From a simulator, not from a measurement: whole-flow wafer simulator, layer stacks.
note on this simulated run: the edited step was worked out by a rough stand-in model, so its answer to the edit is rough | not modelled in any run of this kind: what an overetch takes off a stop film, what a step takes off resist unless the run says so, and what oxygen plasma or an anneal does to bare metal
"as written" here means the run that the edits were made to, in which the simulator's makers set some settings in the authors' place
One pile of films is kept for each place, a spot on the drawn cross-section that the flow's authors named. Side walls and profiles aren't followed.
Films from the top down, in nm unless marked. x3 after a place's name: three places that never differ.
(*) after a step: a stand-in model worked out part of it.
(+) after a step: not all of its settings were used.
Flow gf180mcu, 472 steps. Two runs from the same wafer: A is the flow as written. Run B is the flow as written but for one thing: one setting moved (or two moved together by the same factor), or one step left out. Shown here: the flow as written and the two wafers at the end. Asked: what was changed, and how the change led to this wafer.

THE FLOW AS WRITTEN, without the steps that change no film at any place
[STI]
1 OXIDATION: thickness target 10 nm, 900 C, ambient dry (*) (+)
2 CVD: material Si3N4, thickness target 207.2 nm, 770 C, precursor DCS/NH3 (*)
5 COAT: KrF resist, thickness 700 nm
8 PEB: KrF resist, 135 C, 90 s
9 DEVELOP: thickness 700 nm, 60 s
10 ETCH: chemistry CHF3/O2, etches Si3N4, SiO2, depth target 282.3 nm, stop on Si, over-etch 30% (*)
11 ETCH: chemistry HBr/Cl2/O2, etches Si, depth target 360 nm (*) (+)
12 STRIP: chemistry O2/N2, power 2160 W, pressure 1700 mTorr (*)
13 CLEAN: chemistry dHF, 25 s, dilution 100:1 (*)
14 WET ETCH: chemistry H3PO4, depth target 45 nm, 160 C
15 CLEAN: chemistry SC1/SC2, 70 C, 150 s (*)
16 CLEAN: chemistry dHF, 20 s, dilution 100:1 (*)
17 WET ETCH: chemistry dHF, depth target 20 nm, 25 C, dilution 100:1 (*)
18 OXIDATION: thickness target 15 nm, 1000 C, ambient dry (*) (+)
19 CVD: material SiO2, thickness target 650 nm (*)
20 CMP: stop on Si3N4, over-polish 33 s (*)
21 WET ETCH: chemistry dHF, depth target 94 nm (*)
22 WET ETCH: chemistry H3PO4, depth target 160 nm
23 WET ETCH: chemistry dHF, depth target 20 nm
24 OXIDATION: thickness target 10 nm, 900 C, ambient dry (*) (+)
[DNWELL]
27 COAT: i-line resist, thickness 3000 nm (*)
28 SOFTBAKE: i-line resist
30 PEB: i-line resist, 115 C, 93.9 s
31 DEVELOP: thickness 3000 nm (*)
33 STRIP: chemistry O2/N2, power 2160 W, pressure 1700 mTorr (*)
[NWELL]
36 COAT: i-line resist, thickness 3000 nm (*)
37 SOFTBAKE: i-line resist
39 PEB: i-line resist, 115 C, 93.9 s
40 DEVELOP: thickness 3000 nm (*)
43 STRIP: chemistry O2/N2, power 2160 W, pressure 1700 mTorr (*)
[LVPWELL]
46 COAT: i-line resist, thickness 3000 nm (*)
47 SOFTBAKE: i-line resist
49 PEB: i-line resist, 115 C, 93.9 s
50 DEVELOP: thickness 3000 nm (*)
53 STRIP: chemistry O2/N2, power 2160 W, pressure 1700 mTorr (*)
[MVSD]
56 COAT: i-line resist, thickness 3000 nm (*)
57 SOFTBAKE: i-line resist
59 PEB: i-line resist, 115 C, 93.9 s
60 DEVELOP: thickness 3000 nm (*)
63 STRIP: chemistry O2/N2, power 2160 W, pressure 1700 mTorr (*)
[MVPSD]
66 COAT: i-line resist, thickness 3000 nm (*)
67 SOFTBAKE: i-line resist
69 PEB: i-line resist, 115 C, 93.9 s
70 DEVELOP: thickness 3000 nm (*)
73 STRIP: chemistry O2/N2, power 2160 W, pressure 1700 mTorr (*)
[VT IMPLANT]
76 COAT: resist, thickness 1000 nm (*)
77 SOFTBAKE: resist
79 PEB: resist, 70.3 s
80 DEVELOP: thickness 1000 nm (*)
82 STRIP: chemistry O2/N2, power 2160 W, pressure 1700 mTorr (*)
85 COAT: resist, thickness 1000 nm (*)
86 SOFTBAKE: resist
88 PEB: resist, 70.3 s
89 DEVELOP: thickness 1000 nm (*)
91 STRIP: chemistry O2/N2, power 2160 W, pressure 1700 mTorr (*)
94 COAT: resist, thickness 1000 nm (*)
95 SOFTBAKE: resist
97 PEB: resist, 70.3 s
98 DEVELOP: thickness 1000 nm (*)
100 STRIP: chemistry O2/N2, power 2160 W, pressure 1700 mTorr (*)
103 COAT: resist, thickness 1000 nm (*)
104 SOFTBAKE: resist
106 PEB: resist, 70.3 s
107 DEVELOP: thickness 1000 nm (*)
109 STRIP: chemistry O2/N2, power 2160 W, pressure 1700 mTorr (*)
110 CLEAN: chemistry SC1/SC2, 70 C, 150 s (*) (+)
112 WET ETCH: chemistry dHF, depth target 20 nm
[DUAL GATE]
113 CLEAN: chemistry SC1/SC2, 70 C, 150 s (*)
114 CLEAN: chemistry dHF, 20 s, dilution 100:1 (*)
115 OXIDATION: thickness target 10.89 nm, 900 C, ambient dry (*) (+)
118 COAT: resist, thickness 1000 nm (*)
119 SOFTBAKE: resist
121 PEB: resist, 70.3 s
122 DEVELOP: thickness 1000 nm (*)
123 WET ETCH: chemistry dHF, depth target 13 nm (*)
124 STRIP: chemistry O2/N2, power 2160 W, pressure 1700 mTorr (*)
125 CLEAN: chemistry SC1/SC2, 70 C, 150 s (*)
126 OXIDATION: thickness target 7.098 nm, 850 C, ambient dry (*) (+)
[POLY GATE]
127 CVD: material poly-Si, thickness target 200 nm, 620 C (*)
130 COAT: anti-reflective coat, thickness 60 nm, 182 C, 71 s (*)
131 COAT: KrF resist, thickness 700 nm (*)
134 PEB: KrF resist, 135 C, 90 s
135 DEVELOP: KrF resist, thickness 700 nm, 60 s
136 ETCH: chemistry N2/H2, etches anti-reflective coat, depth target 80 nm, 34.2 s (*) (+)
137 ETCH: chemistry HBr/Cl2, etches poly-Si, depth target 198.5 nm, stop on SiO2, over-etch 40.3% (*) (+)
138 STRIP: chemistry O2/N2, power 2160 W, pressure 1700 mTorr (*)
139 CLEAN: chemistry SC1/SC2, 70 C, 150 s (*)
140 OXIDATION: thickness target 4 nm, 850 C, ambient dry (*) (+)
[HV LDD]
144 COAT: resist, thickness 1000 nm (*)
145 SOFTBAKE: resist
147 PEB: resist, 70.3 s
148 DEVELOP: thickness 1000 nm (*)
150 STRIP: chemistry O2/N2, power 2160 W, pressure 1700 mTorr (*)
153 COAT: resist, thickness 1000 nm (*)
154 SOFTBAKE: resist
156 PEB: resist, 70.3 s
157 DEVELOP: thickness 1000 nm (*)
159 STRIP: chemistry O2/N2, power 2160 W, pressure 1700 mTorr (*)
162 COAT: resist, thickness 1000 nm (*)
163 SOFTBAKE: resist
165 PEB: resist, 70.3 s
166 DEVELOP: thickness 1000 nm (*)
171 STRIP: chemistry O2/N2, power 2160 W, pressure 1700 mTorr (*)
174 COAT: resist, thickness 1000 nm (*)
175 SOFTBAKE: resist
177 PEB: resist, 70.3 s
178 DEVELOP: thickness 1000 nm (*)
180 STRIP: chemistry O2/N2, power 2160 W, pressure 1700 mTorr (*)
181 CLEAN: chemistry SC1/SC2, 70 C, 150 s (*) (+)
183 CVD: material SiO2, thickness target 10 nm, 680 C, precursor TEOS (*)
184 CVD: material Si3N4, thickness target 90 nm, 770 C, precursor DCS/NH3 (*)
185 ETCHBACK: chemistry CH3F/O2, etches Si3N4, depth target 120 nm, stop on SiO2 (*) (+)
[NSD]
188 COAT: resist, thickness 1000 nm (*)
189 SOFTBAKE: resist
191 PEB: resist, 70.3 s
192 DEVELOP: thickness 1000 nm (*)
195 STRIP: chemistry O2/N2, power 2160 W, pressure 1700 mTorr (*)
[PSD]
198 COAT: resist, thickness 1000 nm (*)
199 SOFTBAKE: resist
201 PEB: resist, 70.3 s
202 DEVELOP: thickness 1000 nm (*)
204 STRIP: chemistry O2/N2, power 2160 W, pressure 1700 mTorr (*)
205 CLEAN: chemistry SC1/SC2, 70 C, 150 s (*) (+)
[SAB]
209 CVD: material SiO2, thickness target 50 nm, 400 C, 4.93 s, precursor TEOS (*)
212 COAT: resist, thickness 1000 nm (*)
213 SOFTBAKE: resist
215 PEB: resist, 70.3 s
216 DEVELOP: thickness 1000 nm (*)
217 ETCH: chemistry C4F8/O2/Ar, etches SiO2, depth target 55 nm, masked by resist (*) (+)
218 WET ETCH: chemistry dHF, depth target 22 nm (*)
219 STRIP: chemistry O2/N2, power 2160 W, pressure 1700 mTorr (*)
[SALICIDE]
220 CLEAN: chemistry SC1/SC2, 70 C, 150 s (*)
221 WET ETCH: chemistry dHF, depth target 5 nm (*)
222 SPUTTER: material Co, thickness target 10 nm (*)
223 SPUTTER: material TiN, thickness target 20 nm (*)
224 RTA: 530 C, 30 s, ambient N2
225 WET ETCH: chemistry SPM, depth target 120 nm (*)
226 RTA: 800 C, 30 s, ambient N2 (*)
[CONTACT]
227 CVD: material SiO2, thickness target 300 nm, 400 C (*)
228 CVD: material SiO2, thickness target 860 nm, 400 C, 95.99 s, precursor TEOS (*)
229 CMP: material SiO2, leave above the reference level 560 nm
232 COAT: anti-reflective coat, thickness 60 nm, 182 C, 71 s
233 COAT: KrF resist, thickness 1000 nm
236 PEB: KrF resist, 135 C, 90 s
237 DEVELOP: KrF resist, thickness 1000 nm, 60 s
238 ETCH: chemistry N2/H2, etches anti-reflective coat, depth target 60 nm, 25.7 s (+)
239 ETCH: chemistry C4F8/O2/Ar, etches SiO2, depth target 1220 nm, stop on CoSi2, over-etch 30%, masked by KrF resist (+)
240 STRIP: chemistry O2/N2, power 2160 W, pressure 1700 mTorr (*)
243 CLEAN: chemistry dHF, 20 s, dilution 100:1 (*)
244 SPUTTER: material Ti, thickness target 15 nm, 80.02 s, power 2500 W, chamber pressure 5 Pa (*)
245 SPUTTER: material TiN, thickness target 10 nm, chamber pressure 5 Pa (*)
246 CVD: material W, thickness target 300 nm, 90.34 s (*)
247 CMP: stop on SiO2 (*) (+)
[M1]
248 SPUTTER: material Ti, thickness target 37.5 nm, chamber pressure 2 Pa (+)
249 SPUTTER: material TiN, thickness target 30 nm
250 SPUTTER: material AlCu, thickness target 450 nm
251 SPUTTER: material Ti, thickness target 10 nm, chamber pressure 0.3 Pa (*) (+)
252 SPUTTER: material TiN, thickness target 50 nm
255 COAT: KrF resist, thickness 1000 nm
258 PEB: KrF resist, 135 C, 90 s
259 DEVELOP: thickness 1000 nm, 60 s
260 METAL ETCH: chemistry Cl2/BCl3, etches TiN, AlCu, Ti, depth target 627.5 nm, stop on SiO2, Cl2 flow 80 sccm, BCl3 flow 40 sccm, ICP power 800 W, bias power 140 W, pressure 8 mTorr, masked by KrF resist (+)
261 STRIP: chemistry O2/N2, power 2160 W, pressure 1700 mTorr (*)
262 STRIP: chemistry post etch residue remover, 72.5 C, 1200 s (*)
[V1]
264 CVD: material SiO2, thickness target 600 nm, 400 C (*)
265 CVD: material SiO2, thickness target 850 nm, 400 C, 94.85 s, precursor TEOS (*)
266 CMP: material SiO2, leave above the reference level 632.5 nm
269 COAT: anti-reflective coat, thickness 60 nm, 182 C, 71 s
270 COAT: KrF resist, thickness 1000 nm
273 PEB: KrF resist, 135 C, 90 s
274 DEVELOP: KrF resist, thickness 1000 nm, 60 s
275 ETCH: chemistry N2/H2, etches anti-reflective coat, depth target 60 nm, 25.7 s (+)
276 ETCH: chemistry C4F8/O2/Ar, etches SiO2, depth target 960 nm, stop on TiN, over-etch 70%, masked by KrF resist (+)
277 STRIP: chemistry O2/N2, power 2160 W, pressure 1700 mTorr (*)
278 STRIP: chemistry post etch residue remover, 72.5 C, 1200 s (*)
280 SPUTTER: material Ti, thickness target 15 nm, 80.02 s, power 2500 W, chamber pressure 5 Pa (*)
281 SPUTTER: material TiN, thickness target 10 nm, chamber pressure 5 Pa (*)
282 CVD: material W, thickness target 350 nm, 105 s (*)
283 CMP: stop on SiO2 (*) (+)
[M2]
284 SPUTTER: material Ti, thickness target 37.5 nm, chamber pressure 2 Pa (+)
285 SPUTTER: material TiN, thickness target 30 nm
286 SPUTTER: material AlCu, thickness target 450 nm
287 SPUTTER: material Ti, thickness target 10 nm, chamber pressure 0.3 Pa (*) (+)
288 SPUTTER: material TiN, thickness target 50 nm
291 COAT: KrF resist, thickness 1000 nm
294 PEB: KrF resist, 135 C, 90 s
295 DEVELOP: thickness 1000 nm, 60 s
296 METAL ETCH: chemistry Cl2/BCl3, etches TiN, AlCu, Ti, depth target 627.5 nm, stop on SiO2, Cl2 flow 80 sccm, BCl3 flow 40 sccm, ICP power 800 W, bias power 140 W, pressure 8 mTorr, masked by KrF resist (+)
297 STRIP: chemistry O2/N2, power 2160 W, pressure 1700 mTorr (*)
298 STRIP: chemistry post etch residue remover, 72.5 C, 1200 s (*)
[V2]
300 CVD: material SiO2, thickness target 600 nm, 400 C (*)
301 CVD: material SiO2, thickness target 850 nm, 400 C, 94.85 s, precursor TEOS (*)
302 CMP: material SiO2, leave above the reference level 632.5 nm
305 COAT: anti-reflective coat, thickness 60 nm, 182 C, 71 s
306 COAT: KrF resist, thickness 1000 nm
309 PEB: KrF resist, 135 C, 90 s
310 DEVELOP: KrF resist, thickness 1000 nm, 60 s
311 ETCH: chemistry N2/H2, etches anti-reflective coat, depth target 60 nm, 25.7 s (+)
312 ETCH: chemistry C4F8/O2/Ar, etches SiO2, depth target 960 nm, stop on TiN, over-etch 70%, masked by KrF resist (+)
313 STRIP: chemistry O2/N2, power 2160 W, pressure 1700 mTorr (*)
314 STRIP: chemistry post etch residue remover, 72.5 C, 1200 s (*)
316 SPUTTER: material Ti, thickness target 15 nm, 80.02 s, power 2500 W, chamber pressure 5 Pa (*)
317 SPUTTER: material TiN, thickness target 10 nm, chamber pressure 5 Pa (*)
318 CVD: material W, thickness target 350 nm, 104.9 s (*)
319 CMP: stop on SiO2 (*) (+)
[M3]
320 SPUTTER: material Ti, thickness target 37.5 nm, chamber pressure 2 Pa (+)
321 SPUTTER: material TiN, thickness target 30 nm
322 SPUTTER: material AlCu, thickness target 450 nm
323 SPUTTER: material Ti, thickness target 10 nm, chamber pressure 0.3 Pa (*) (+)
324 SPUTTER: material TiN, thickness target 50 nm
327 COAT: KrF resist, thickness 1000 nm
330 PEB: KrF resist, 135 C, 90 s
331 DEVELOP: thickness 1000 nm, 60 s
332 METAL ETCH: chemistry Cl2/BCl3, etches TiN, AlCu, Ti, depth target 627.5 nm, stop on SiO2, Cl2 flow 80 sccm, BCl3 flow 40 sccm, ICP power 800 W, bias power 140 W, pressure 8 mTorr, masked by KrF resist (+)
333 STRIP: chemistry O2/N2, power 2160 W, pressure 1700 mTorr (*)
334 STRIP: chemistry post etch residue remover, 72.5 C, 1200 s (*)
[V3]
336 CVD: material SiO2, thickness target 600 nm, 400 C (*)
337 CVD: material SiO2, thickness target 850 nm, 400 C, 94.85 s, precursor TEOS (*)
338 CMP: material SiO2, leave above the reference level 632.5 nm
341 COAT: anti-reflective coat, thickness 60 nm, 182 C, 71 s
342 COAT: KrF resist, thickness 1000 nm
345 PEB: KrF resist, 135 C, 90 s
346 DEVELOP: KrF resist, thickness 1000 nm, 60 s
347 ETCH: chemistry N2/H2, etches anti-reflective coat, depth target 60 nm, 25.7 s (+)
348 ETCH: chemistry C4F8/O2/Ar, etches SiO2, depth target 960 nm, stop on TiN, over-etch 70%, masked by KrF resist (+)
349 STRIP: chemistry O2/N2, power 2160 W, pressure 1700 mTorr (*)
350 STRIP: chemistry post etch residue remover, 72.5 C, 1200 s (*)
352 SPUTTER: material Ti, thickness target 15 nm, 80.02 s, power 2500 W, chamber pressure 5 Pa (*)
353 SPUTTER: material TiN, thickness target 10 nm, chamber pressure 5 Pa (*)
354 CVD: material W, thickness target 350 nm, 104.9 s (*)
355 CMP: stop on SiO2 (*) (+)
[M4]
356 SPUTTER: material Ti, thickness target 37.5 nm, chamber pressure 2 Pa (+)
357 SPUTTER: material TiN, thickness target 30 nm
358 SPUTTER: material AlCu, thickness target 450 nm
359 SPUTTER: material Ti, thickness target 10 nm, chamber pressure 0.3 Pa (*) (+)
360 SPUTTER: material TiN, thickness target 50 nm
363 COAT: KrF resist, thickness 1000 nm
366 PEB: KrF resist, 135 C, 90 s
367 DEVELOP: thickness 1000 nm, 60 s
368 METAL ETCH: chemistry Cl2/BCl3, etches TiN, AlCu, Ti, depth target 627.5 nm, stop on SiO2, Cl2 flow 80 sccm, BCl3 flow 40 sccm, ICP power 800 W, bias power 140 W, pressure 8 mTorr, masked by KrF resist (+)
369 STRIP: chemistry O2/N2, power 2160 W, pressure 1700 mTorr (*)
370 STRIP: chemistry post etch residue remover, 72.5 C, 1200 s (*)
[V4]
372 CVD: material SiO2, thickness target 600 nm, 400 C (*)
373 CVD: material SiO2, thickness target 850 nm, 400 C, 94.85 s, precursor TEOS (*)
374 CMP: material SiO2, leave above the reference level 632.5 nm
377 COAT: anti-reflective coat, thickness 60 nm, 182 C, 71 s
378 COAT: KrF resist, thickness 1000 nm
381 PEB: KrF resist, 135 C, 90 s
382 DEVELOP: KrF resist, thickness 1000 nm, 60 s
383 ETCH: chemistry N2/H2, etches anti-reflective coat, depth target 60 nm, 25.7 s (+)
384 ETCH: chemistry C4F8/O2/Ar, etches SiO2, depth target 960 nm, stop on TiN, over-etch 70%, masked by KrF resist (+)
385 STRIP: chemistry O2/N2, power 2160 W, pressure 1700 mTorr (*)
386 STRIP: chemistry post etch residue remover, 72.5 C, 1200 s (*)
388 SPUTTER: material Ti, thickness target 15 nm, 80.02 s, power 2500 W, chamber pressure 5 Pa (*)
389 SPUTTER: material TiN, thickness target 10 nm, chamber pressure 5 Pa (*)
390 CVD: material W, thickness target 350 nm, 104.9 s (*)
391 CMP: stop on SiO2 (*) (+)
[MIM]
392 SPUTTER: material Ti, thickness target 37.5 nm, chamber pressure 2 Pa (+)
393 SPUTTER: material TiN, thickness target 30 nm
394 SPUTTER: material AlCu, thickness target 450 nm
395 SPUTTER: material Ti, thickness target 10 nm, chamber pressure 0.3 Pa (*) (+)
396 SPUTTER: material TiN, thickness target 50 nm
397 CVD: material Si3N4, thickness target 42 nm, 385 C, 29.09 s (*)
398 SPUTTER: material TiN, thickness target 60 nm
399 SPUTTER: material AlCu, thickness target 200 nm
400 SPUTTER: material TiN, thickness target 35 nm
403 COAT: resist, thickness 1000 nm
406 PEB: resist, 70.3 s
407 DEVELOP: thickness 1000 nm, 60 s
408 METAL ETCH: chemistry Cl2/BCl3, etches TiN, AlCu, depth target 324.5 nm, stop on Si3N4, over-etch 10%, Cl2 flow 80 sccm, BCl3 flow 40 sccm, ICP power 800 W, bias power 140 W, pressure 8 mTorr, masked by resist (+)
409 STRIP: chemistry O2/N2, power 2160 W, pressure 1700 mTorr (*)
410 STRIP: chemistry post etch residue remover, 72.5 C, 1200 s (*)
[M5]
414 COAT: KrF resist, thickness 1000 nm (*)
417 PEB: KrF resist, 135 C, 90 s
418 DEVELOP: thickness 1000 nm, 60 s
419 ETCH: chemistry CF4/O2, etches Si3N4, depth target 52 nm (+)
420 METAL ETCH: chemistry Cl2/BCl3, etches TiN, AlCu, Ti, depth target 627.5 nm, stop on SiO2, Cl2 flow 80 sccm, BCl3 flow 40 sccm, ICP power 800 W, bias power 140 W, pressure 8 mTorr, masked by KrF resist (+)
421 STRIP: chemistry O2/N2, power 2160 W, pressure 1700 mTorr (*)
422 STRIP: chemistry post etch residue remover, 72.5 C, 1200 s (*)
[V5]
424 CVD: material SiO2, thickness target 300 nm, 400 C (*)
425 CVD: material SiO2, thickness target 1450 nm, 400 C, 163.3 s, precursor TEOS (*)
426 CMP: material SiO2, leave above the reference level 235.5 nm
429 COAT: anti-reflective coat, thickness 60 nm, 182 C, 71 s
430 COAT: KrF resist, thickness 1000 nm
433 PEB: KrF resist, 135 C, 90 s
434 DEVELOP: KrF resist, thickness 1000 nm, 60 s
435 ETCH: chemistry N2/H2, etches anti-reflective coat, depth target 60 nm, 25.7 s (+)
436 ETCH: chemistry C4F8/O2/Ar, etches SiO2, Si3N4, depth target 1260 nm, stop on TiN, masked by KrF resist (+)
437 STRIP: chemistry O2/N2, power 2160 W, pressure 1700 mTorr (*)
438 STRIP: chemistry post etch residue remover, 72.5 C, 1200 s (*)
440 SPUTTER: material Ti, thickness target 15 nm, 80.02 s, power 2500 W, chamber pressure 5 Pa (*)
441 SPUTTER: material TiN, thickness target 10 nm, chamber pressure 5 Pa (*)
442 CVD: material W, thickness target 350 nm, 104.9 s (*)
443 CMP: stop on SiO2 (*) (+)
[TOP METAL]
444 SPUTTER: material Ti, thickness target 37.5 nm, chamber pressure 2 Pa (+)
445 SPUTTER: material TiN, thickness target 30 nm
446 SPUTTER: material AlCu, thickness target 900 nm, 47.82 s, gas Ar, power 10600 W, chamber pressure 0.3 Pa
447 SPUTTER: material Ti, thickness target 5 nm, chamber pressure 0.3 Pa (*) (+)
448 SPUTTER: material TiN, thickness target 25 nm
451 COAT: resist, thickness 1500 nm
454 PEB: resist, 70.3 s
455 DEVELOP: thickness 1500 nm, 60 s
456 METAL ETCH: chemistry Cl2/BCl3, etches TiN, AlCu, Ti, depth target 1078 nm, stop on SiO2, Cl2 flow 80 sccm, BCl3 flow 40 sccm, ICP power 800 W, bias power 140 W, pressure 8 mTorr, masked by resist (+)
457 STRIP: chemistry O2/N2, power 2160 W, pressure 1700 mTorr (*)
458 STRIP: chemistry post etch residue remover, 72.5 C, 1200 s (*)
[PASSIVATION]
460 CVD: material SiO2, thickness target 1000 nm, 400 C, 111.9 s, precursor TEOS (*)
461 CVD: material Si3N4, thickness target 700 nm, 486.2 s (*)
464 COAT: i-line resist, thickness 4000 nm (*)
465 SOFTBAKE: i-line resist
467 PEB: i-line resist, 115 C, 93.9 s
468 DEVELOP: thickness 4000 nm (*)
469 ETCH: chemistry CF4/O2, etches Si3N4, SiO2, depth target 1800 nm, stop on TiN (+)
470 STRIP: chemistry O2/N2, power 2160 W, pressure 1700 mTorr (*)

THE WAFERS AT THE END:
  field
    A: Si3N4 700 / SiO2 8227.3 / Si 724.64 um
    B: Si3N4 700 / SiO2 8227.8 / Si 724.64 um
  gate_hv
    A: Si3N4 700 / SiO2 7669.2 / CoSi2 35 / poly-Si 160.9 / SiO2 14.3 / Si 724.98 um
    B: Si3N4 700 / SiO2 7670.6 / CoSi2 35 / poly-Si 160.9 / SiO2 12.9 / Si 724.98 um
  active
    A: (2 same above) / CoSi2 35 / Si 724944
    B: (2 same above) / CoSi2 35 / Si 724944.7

The cause: step 126, OXIDATION: thickness target 5.501 nm was run, where the flow has thickness target 7.098 nm.

How the change led to this, step by step:
  126 OXIDATION: thickness target 7.098 nm, 850 C, ambient dry (*) (+)
      gate_hv, active_hv, active_nat and 25 more: A SiO2 +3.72, Si -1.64 | B SiO2 +2.37, Si -1.04
      active, n_well, p_well and 12 more: A SiO2 +7.1 (new film), chemical SiO2 -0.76 (all of it), Si -2.79 | B SiO2 +5.5 (new film), chemical SiO2 -0.76 (all of it), Si -2.09
  189 SOFTBAKE: resist
      field__w9: A resist +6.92 | B resist -3.07
  199 SOFTBAKE: resist
      field__w9: A resist +6.92 | B resist -3.07
  218 WET ETCH: chemistry dHF, depth target 22 nm (*)
      active, p_well, sd_n, iso_ptap_pw, iso_ntap_nw, iso_ptap_sub, vpnp_e: A SiO2 -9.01 (all of it) | B SiO2 -7.55 (all of it)
      ldn_tap, ldn_src, ldn_drn, ldp_tap, ldp_src, ldp_drn, ldp_gr: A SiO2 -16 (all of it) | B SiO2 -14.7 (all of it)
      (and at 9 more places)
  223 SPUTTER: material TiN, thickness target 20 nm (*)
      field__w12: A TiN +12 (new film) | B TiN +12.6 (new film)
  225 WET ETCH: chemistry SPM, depth target 120 nm (*)
      field__w12: A TiN -12 (all of it), Co -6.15 (all of it) | B TiN -12.6 (all of it), Co -6.15 (all of it)
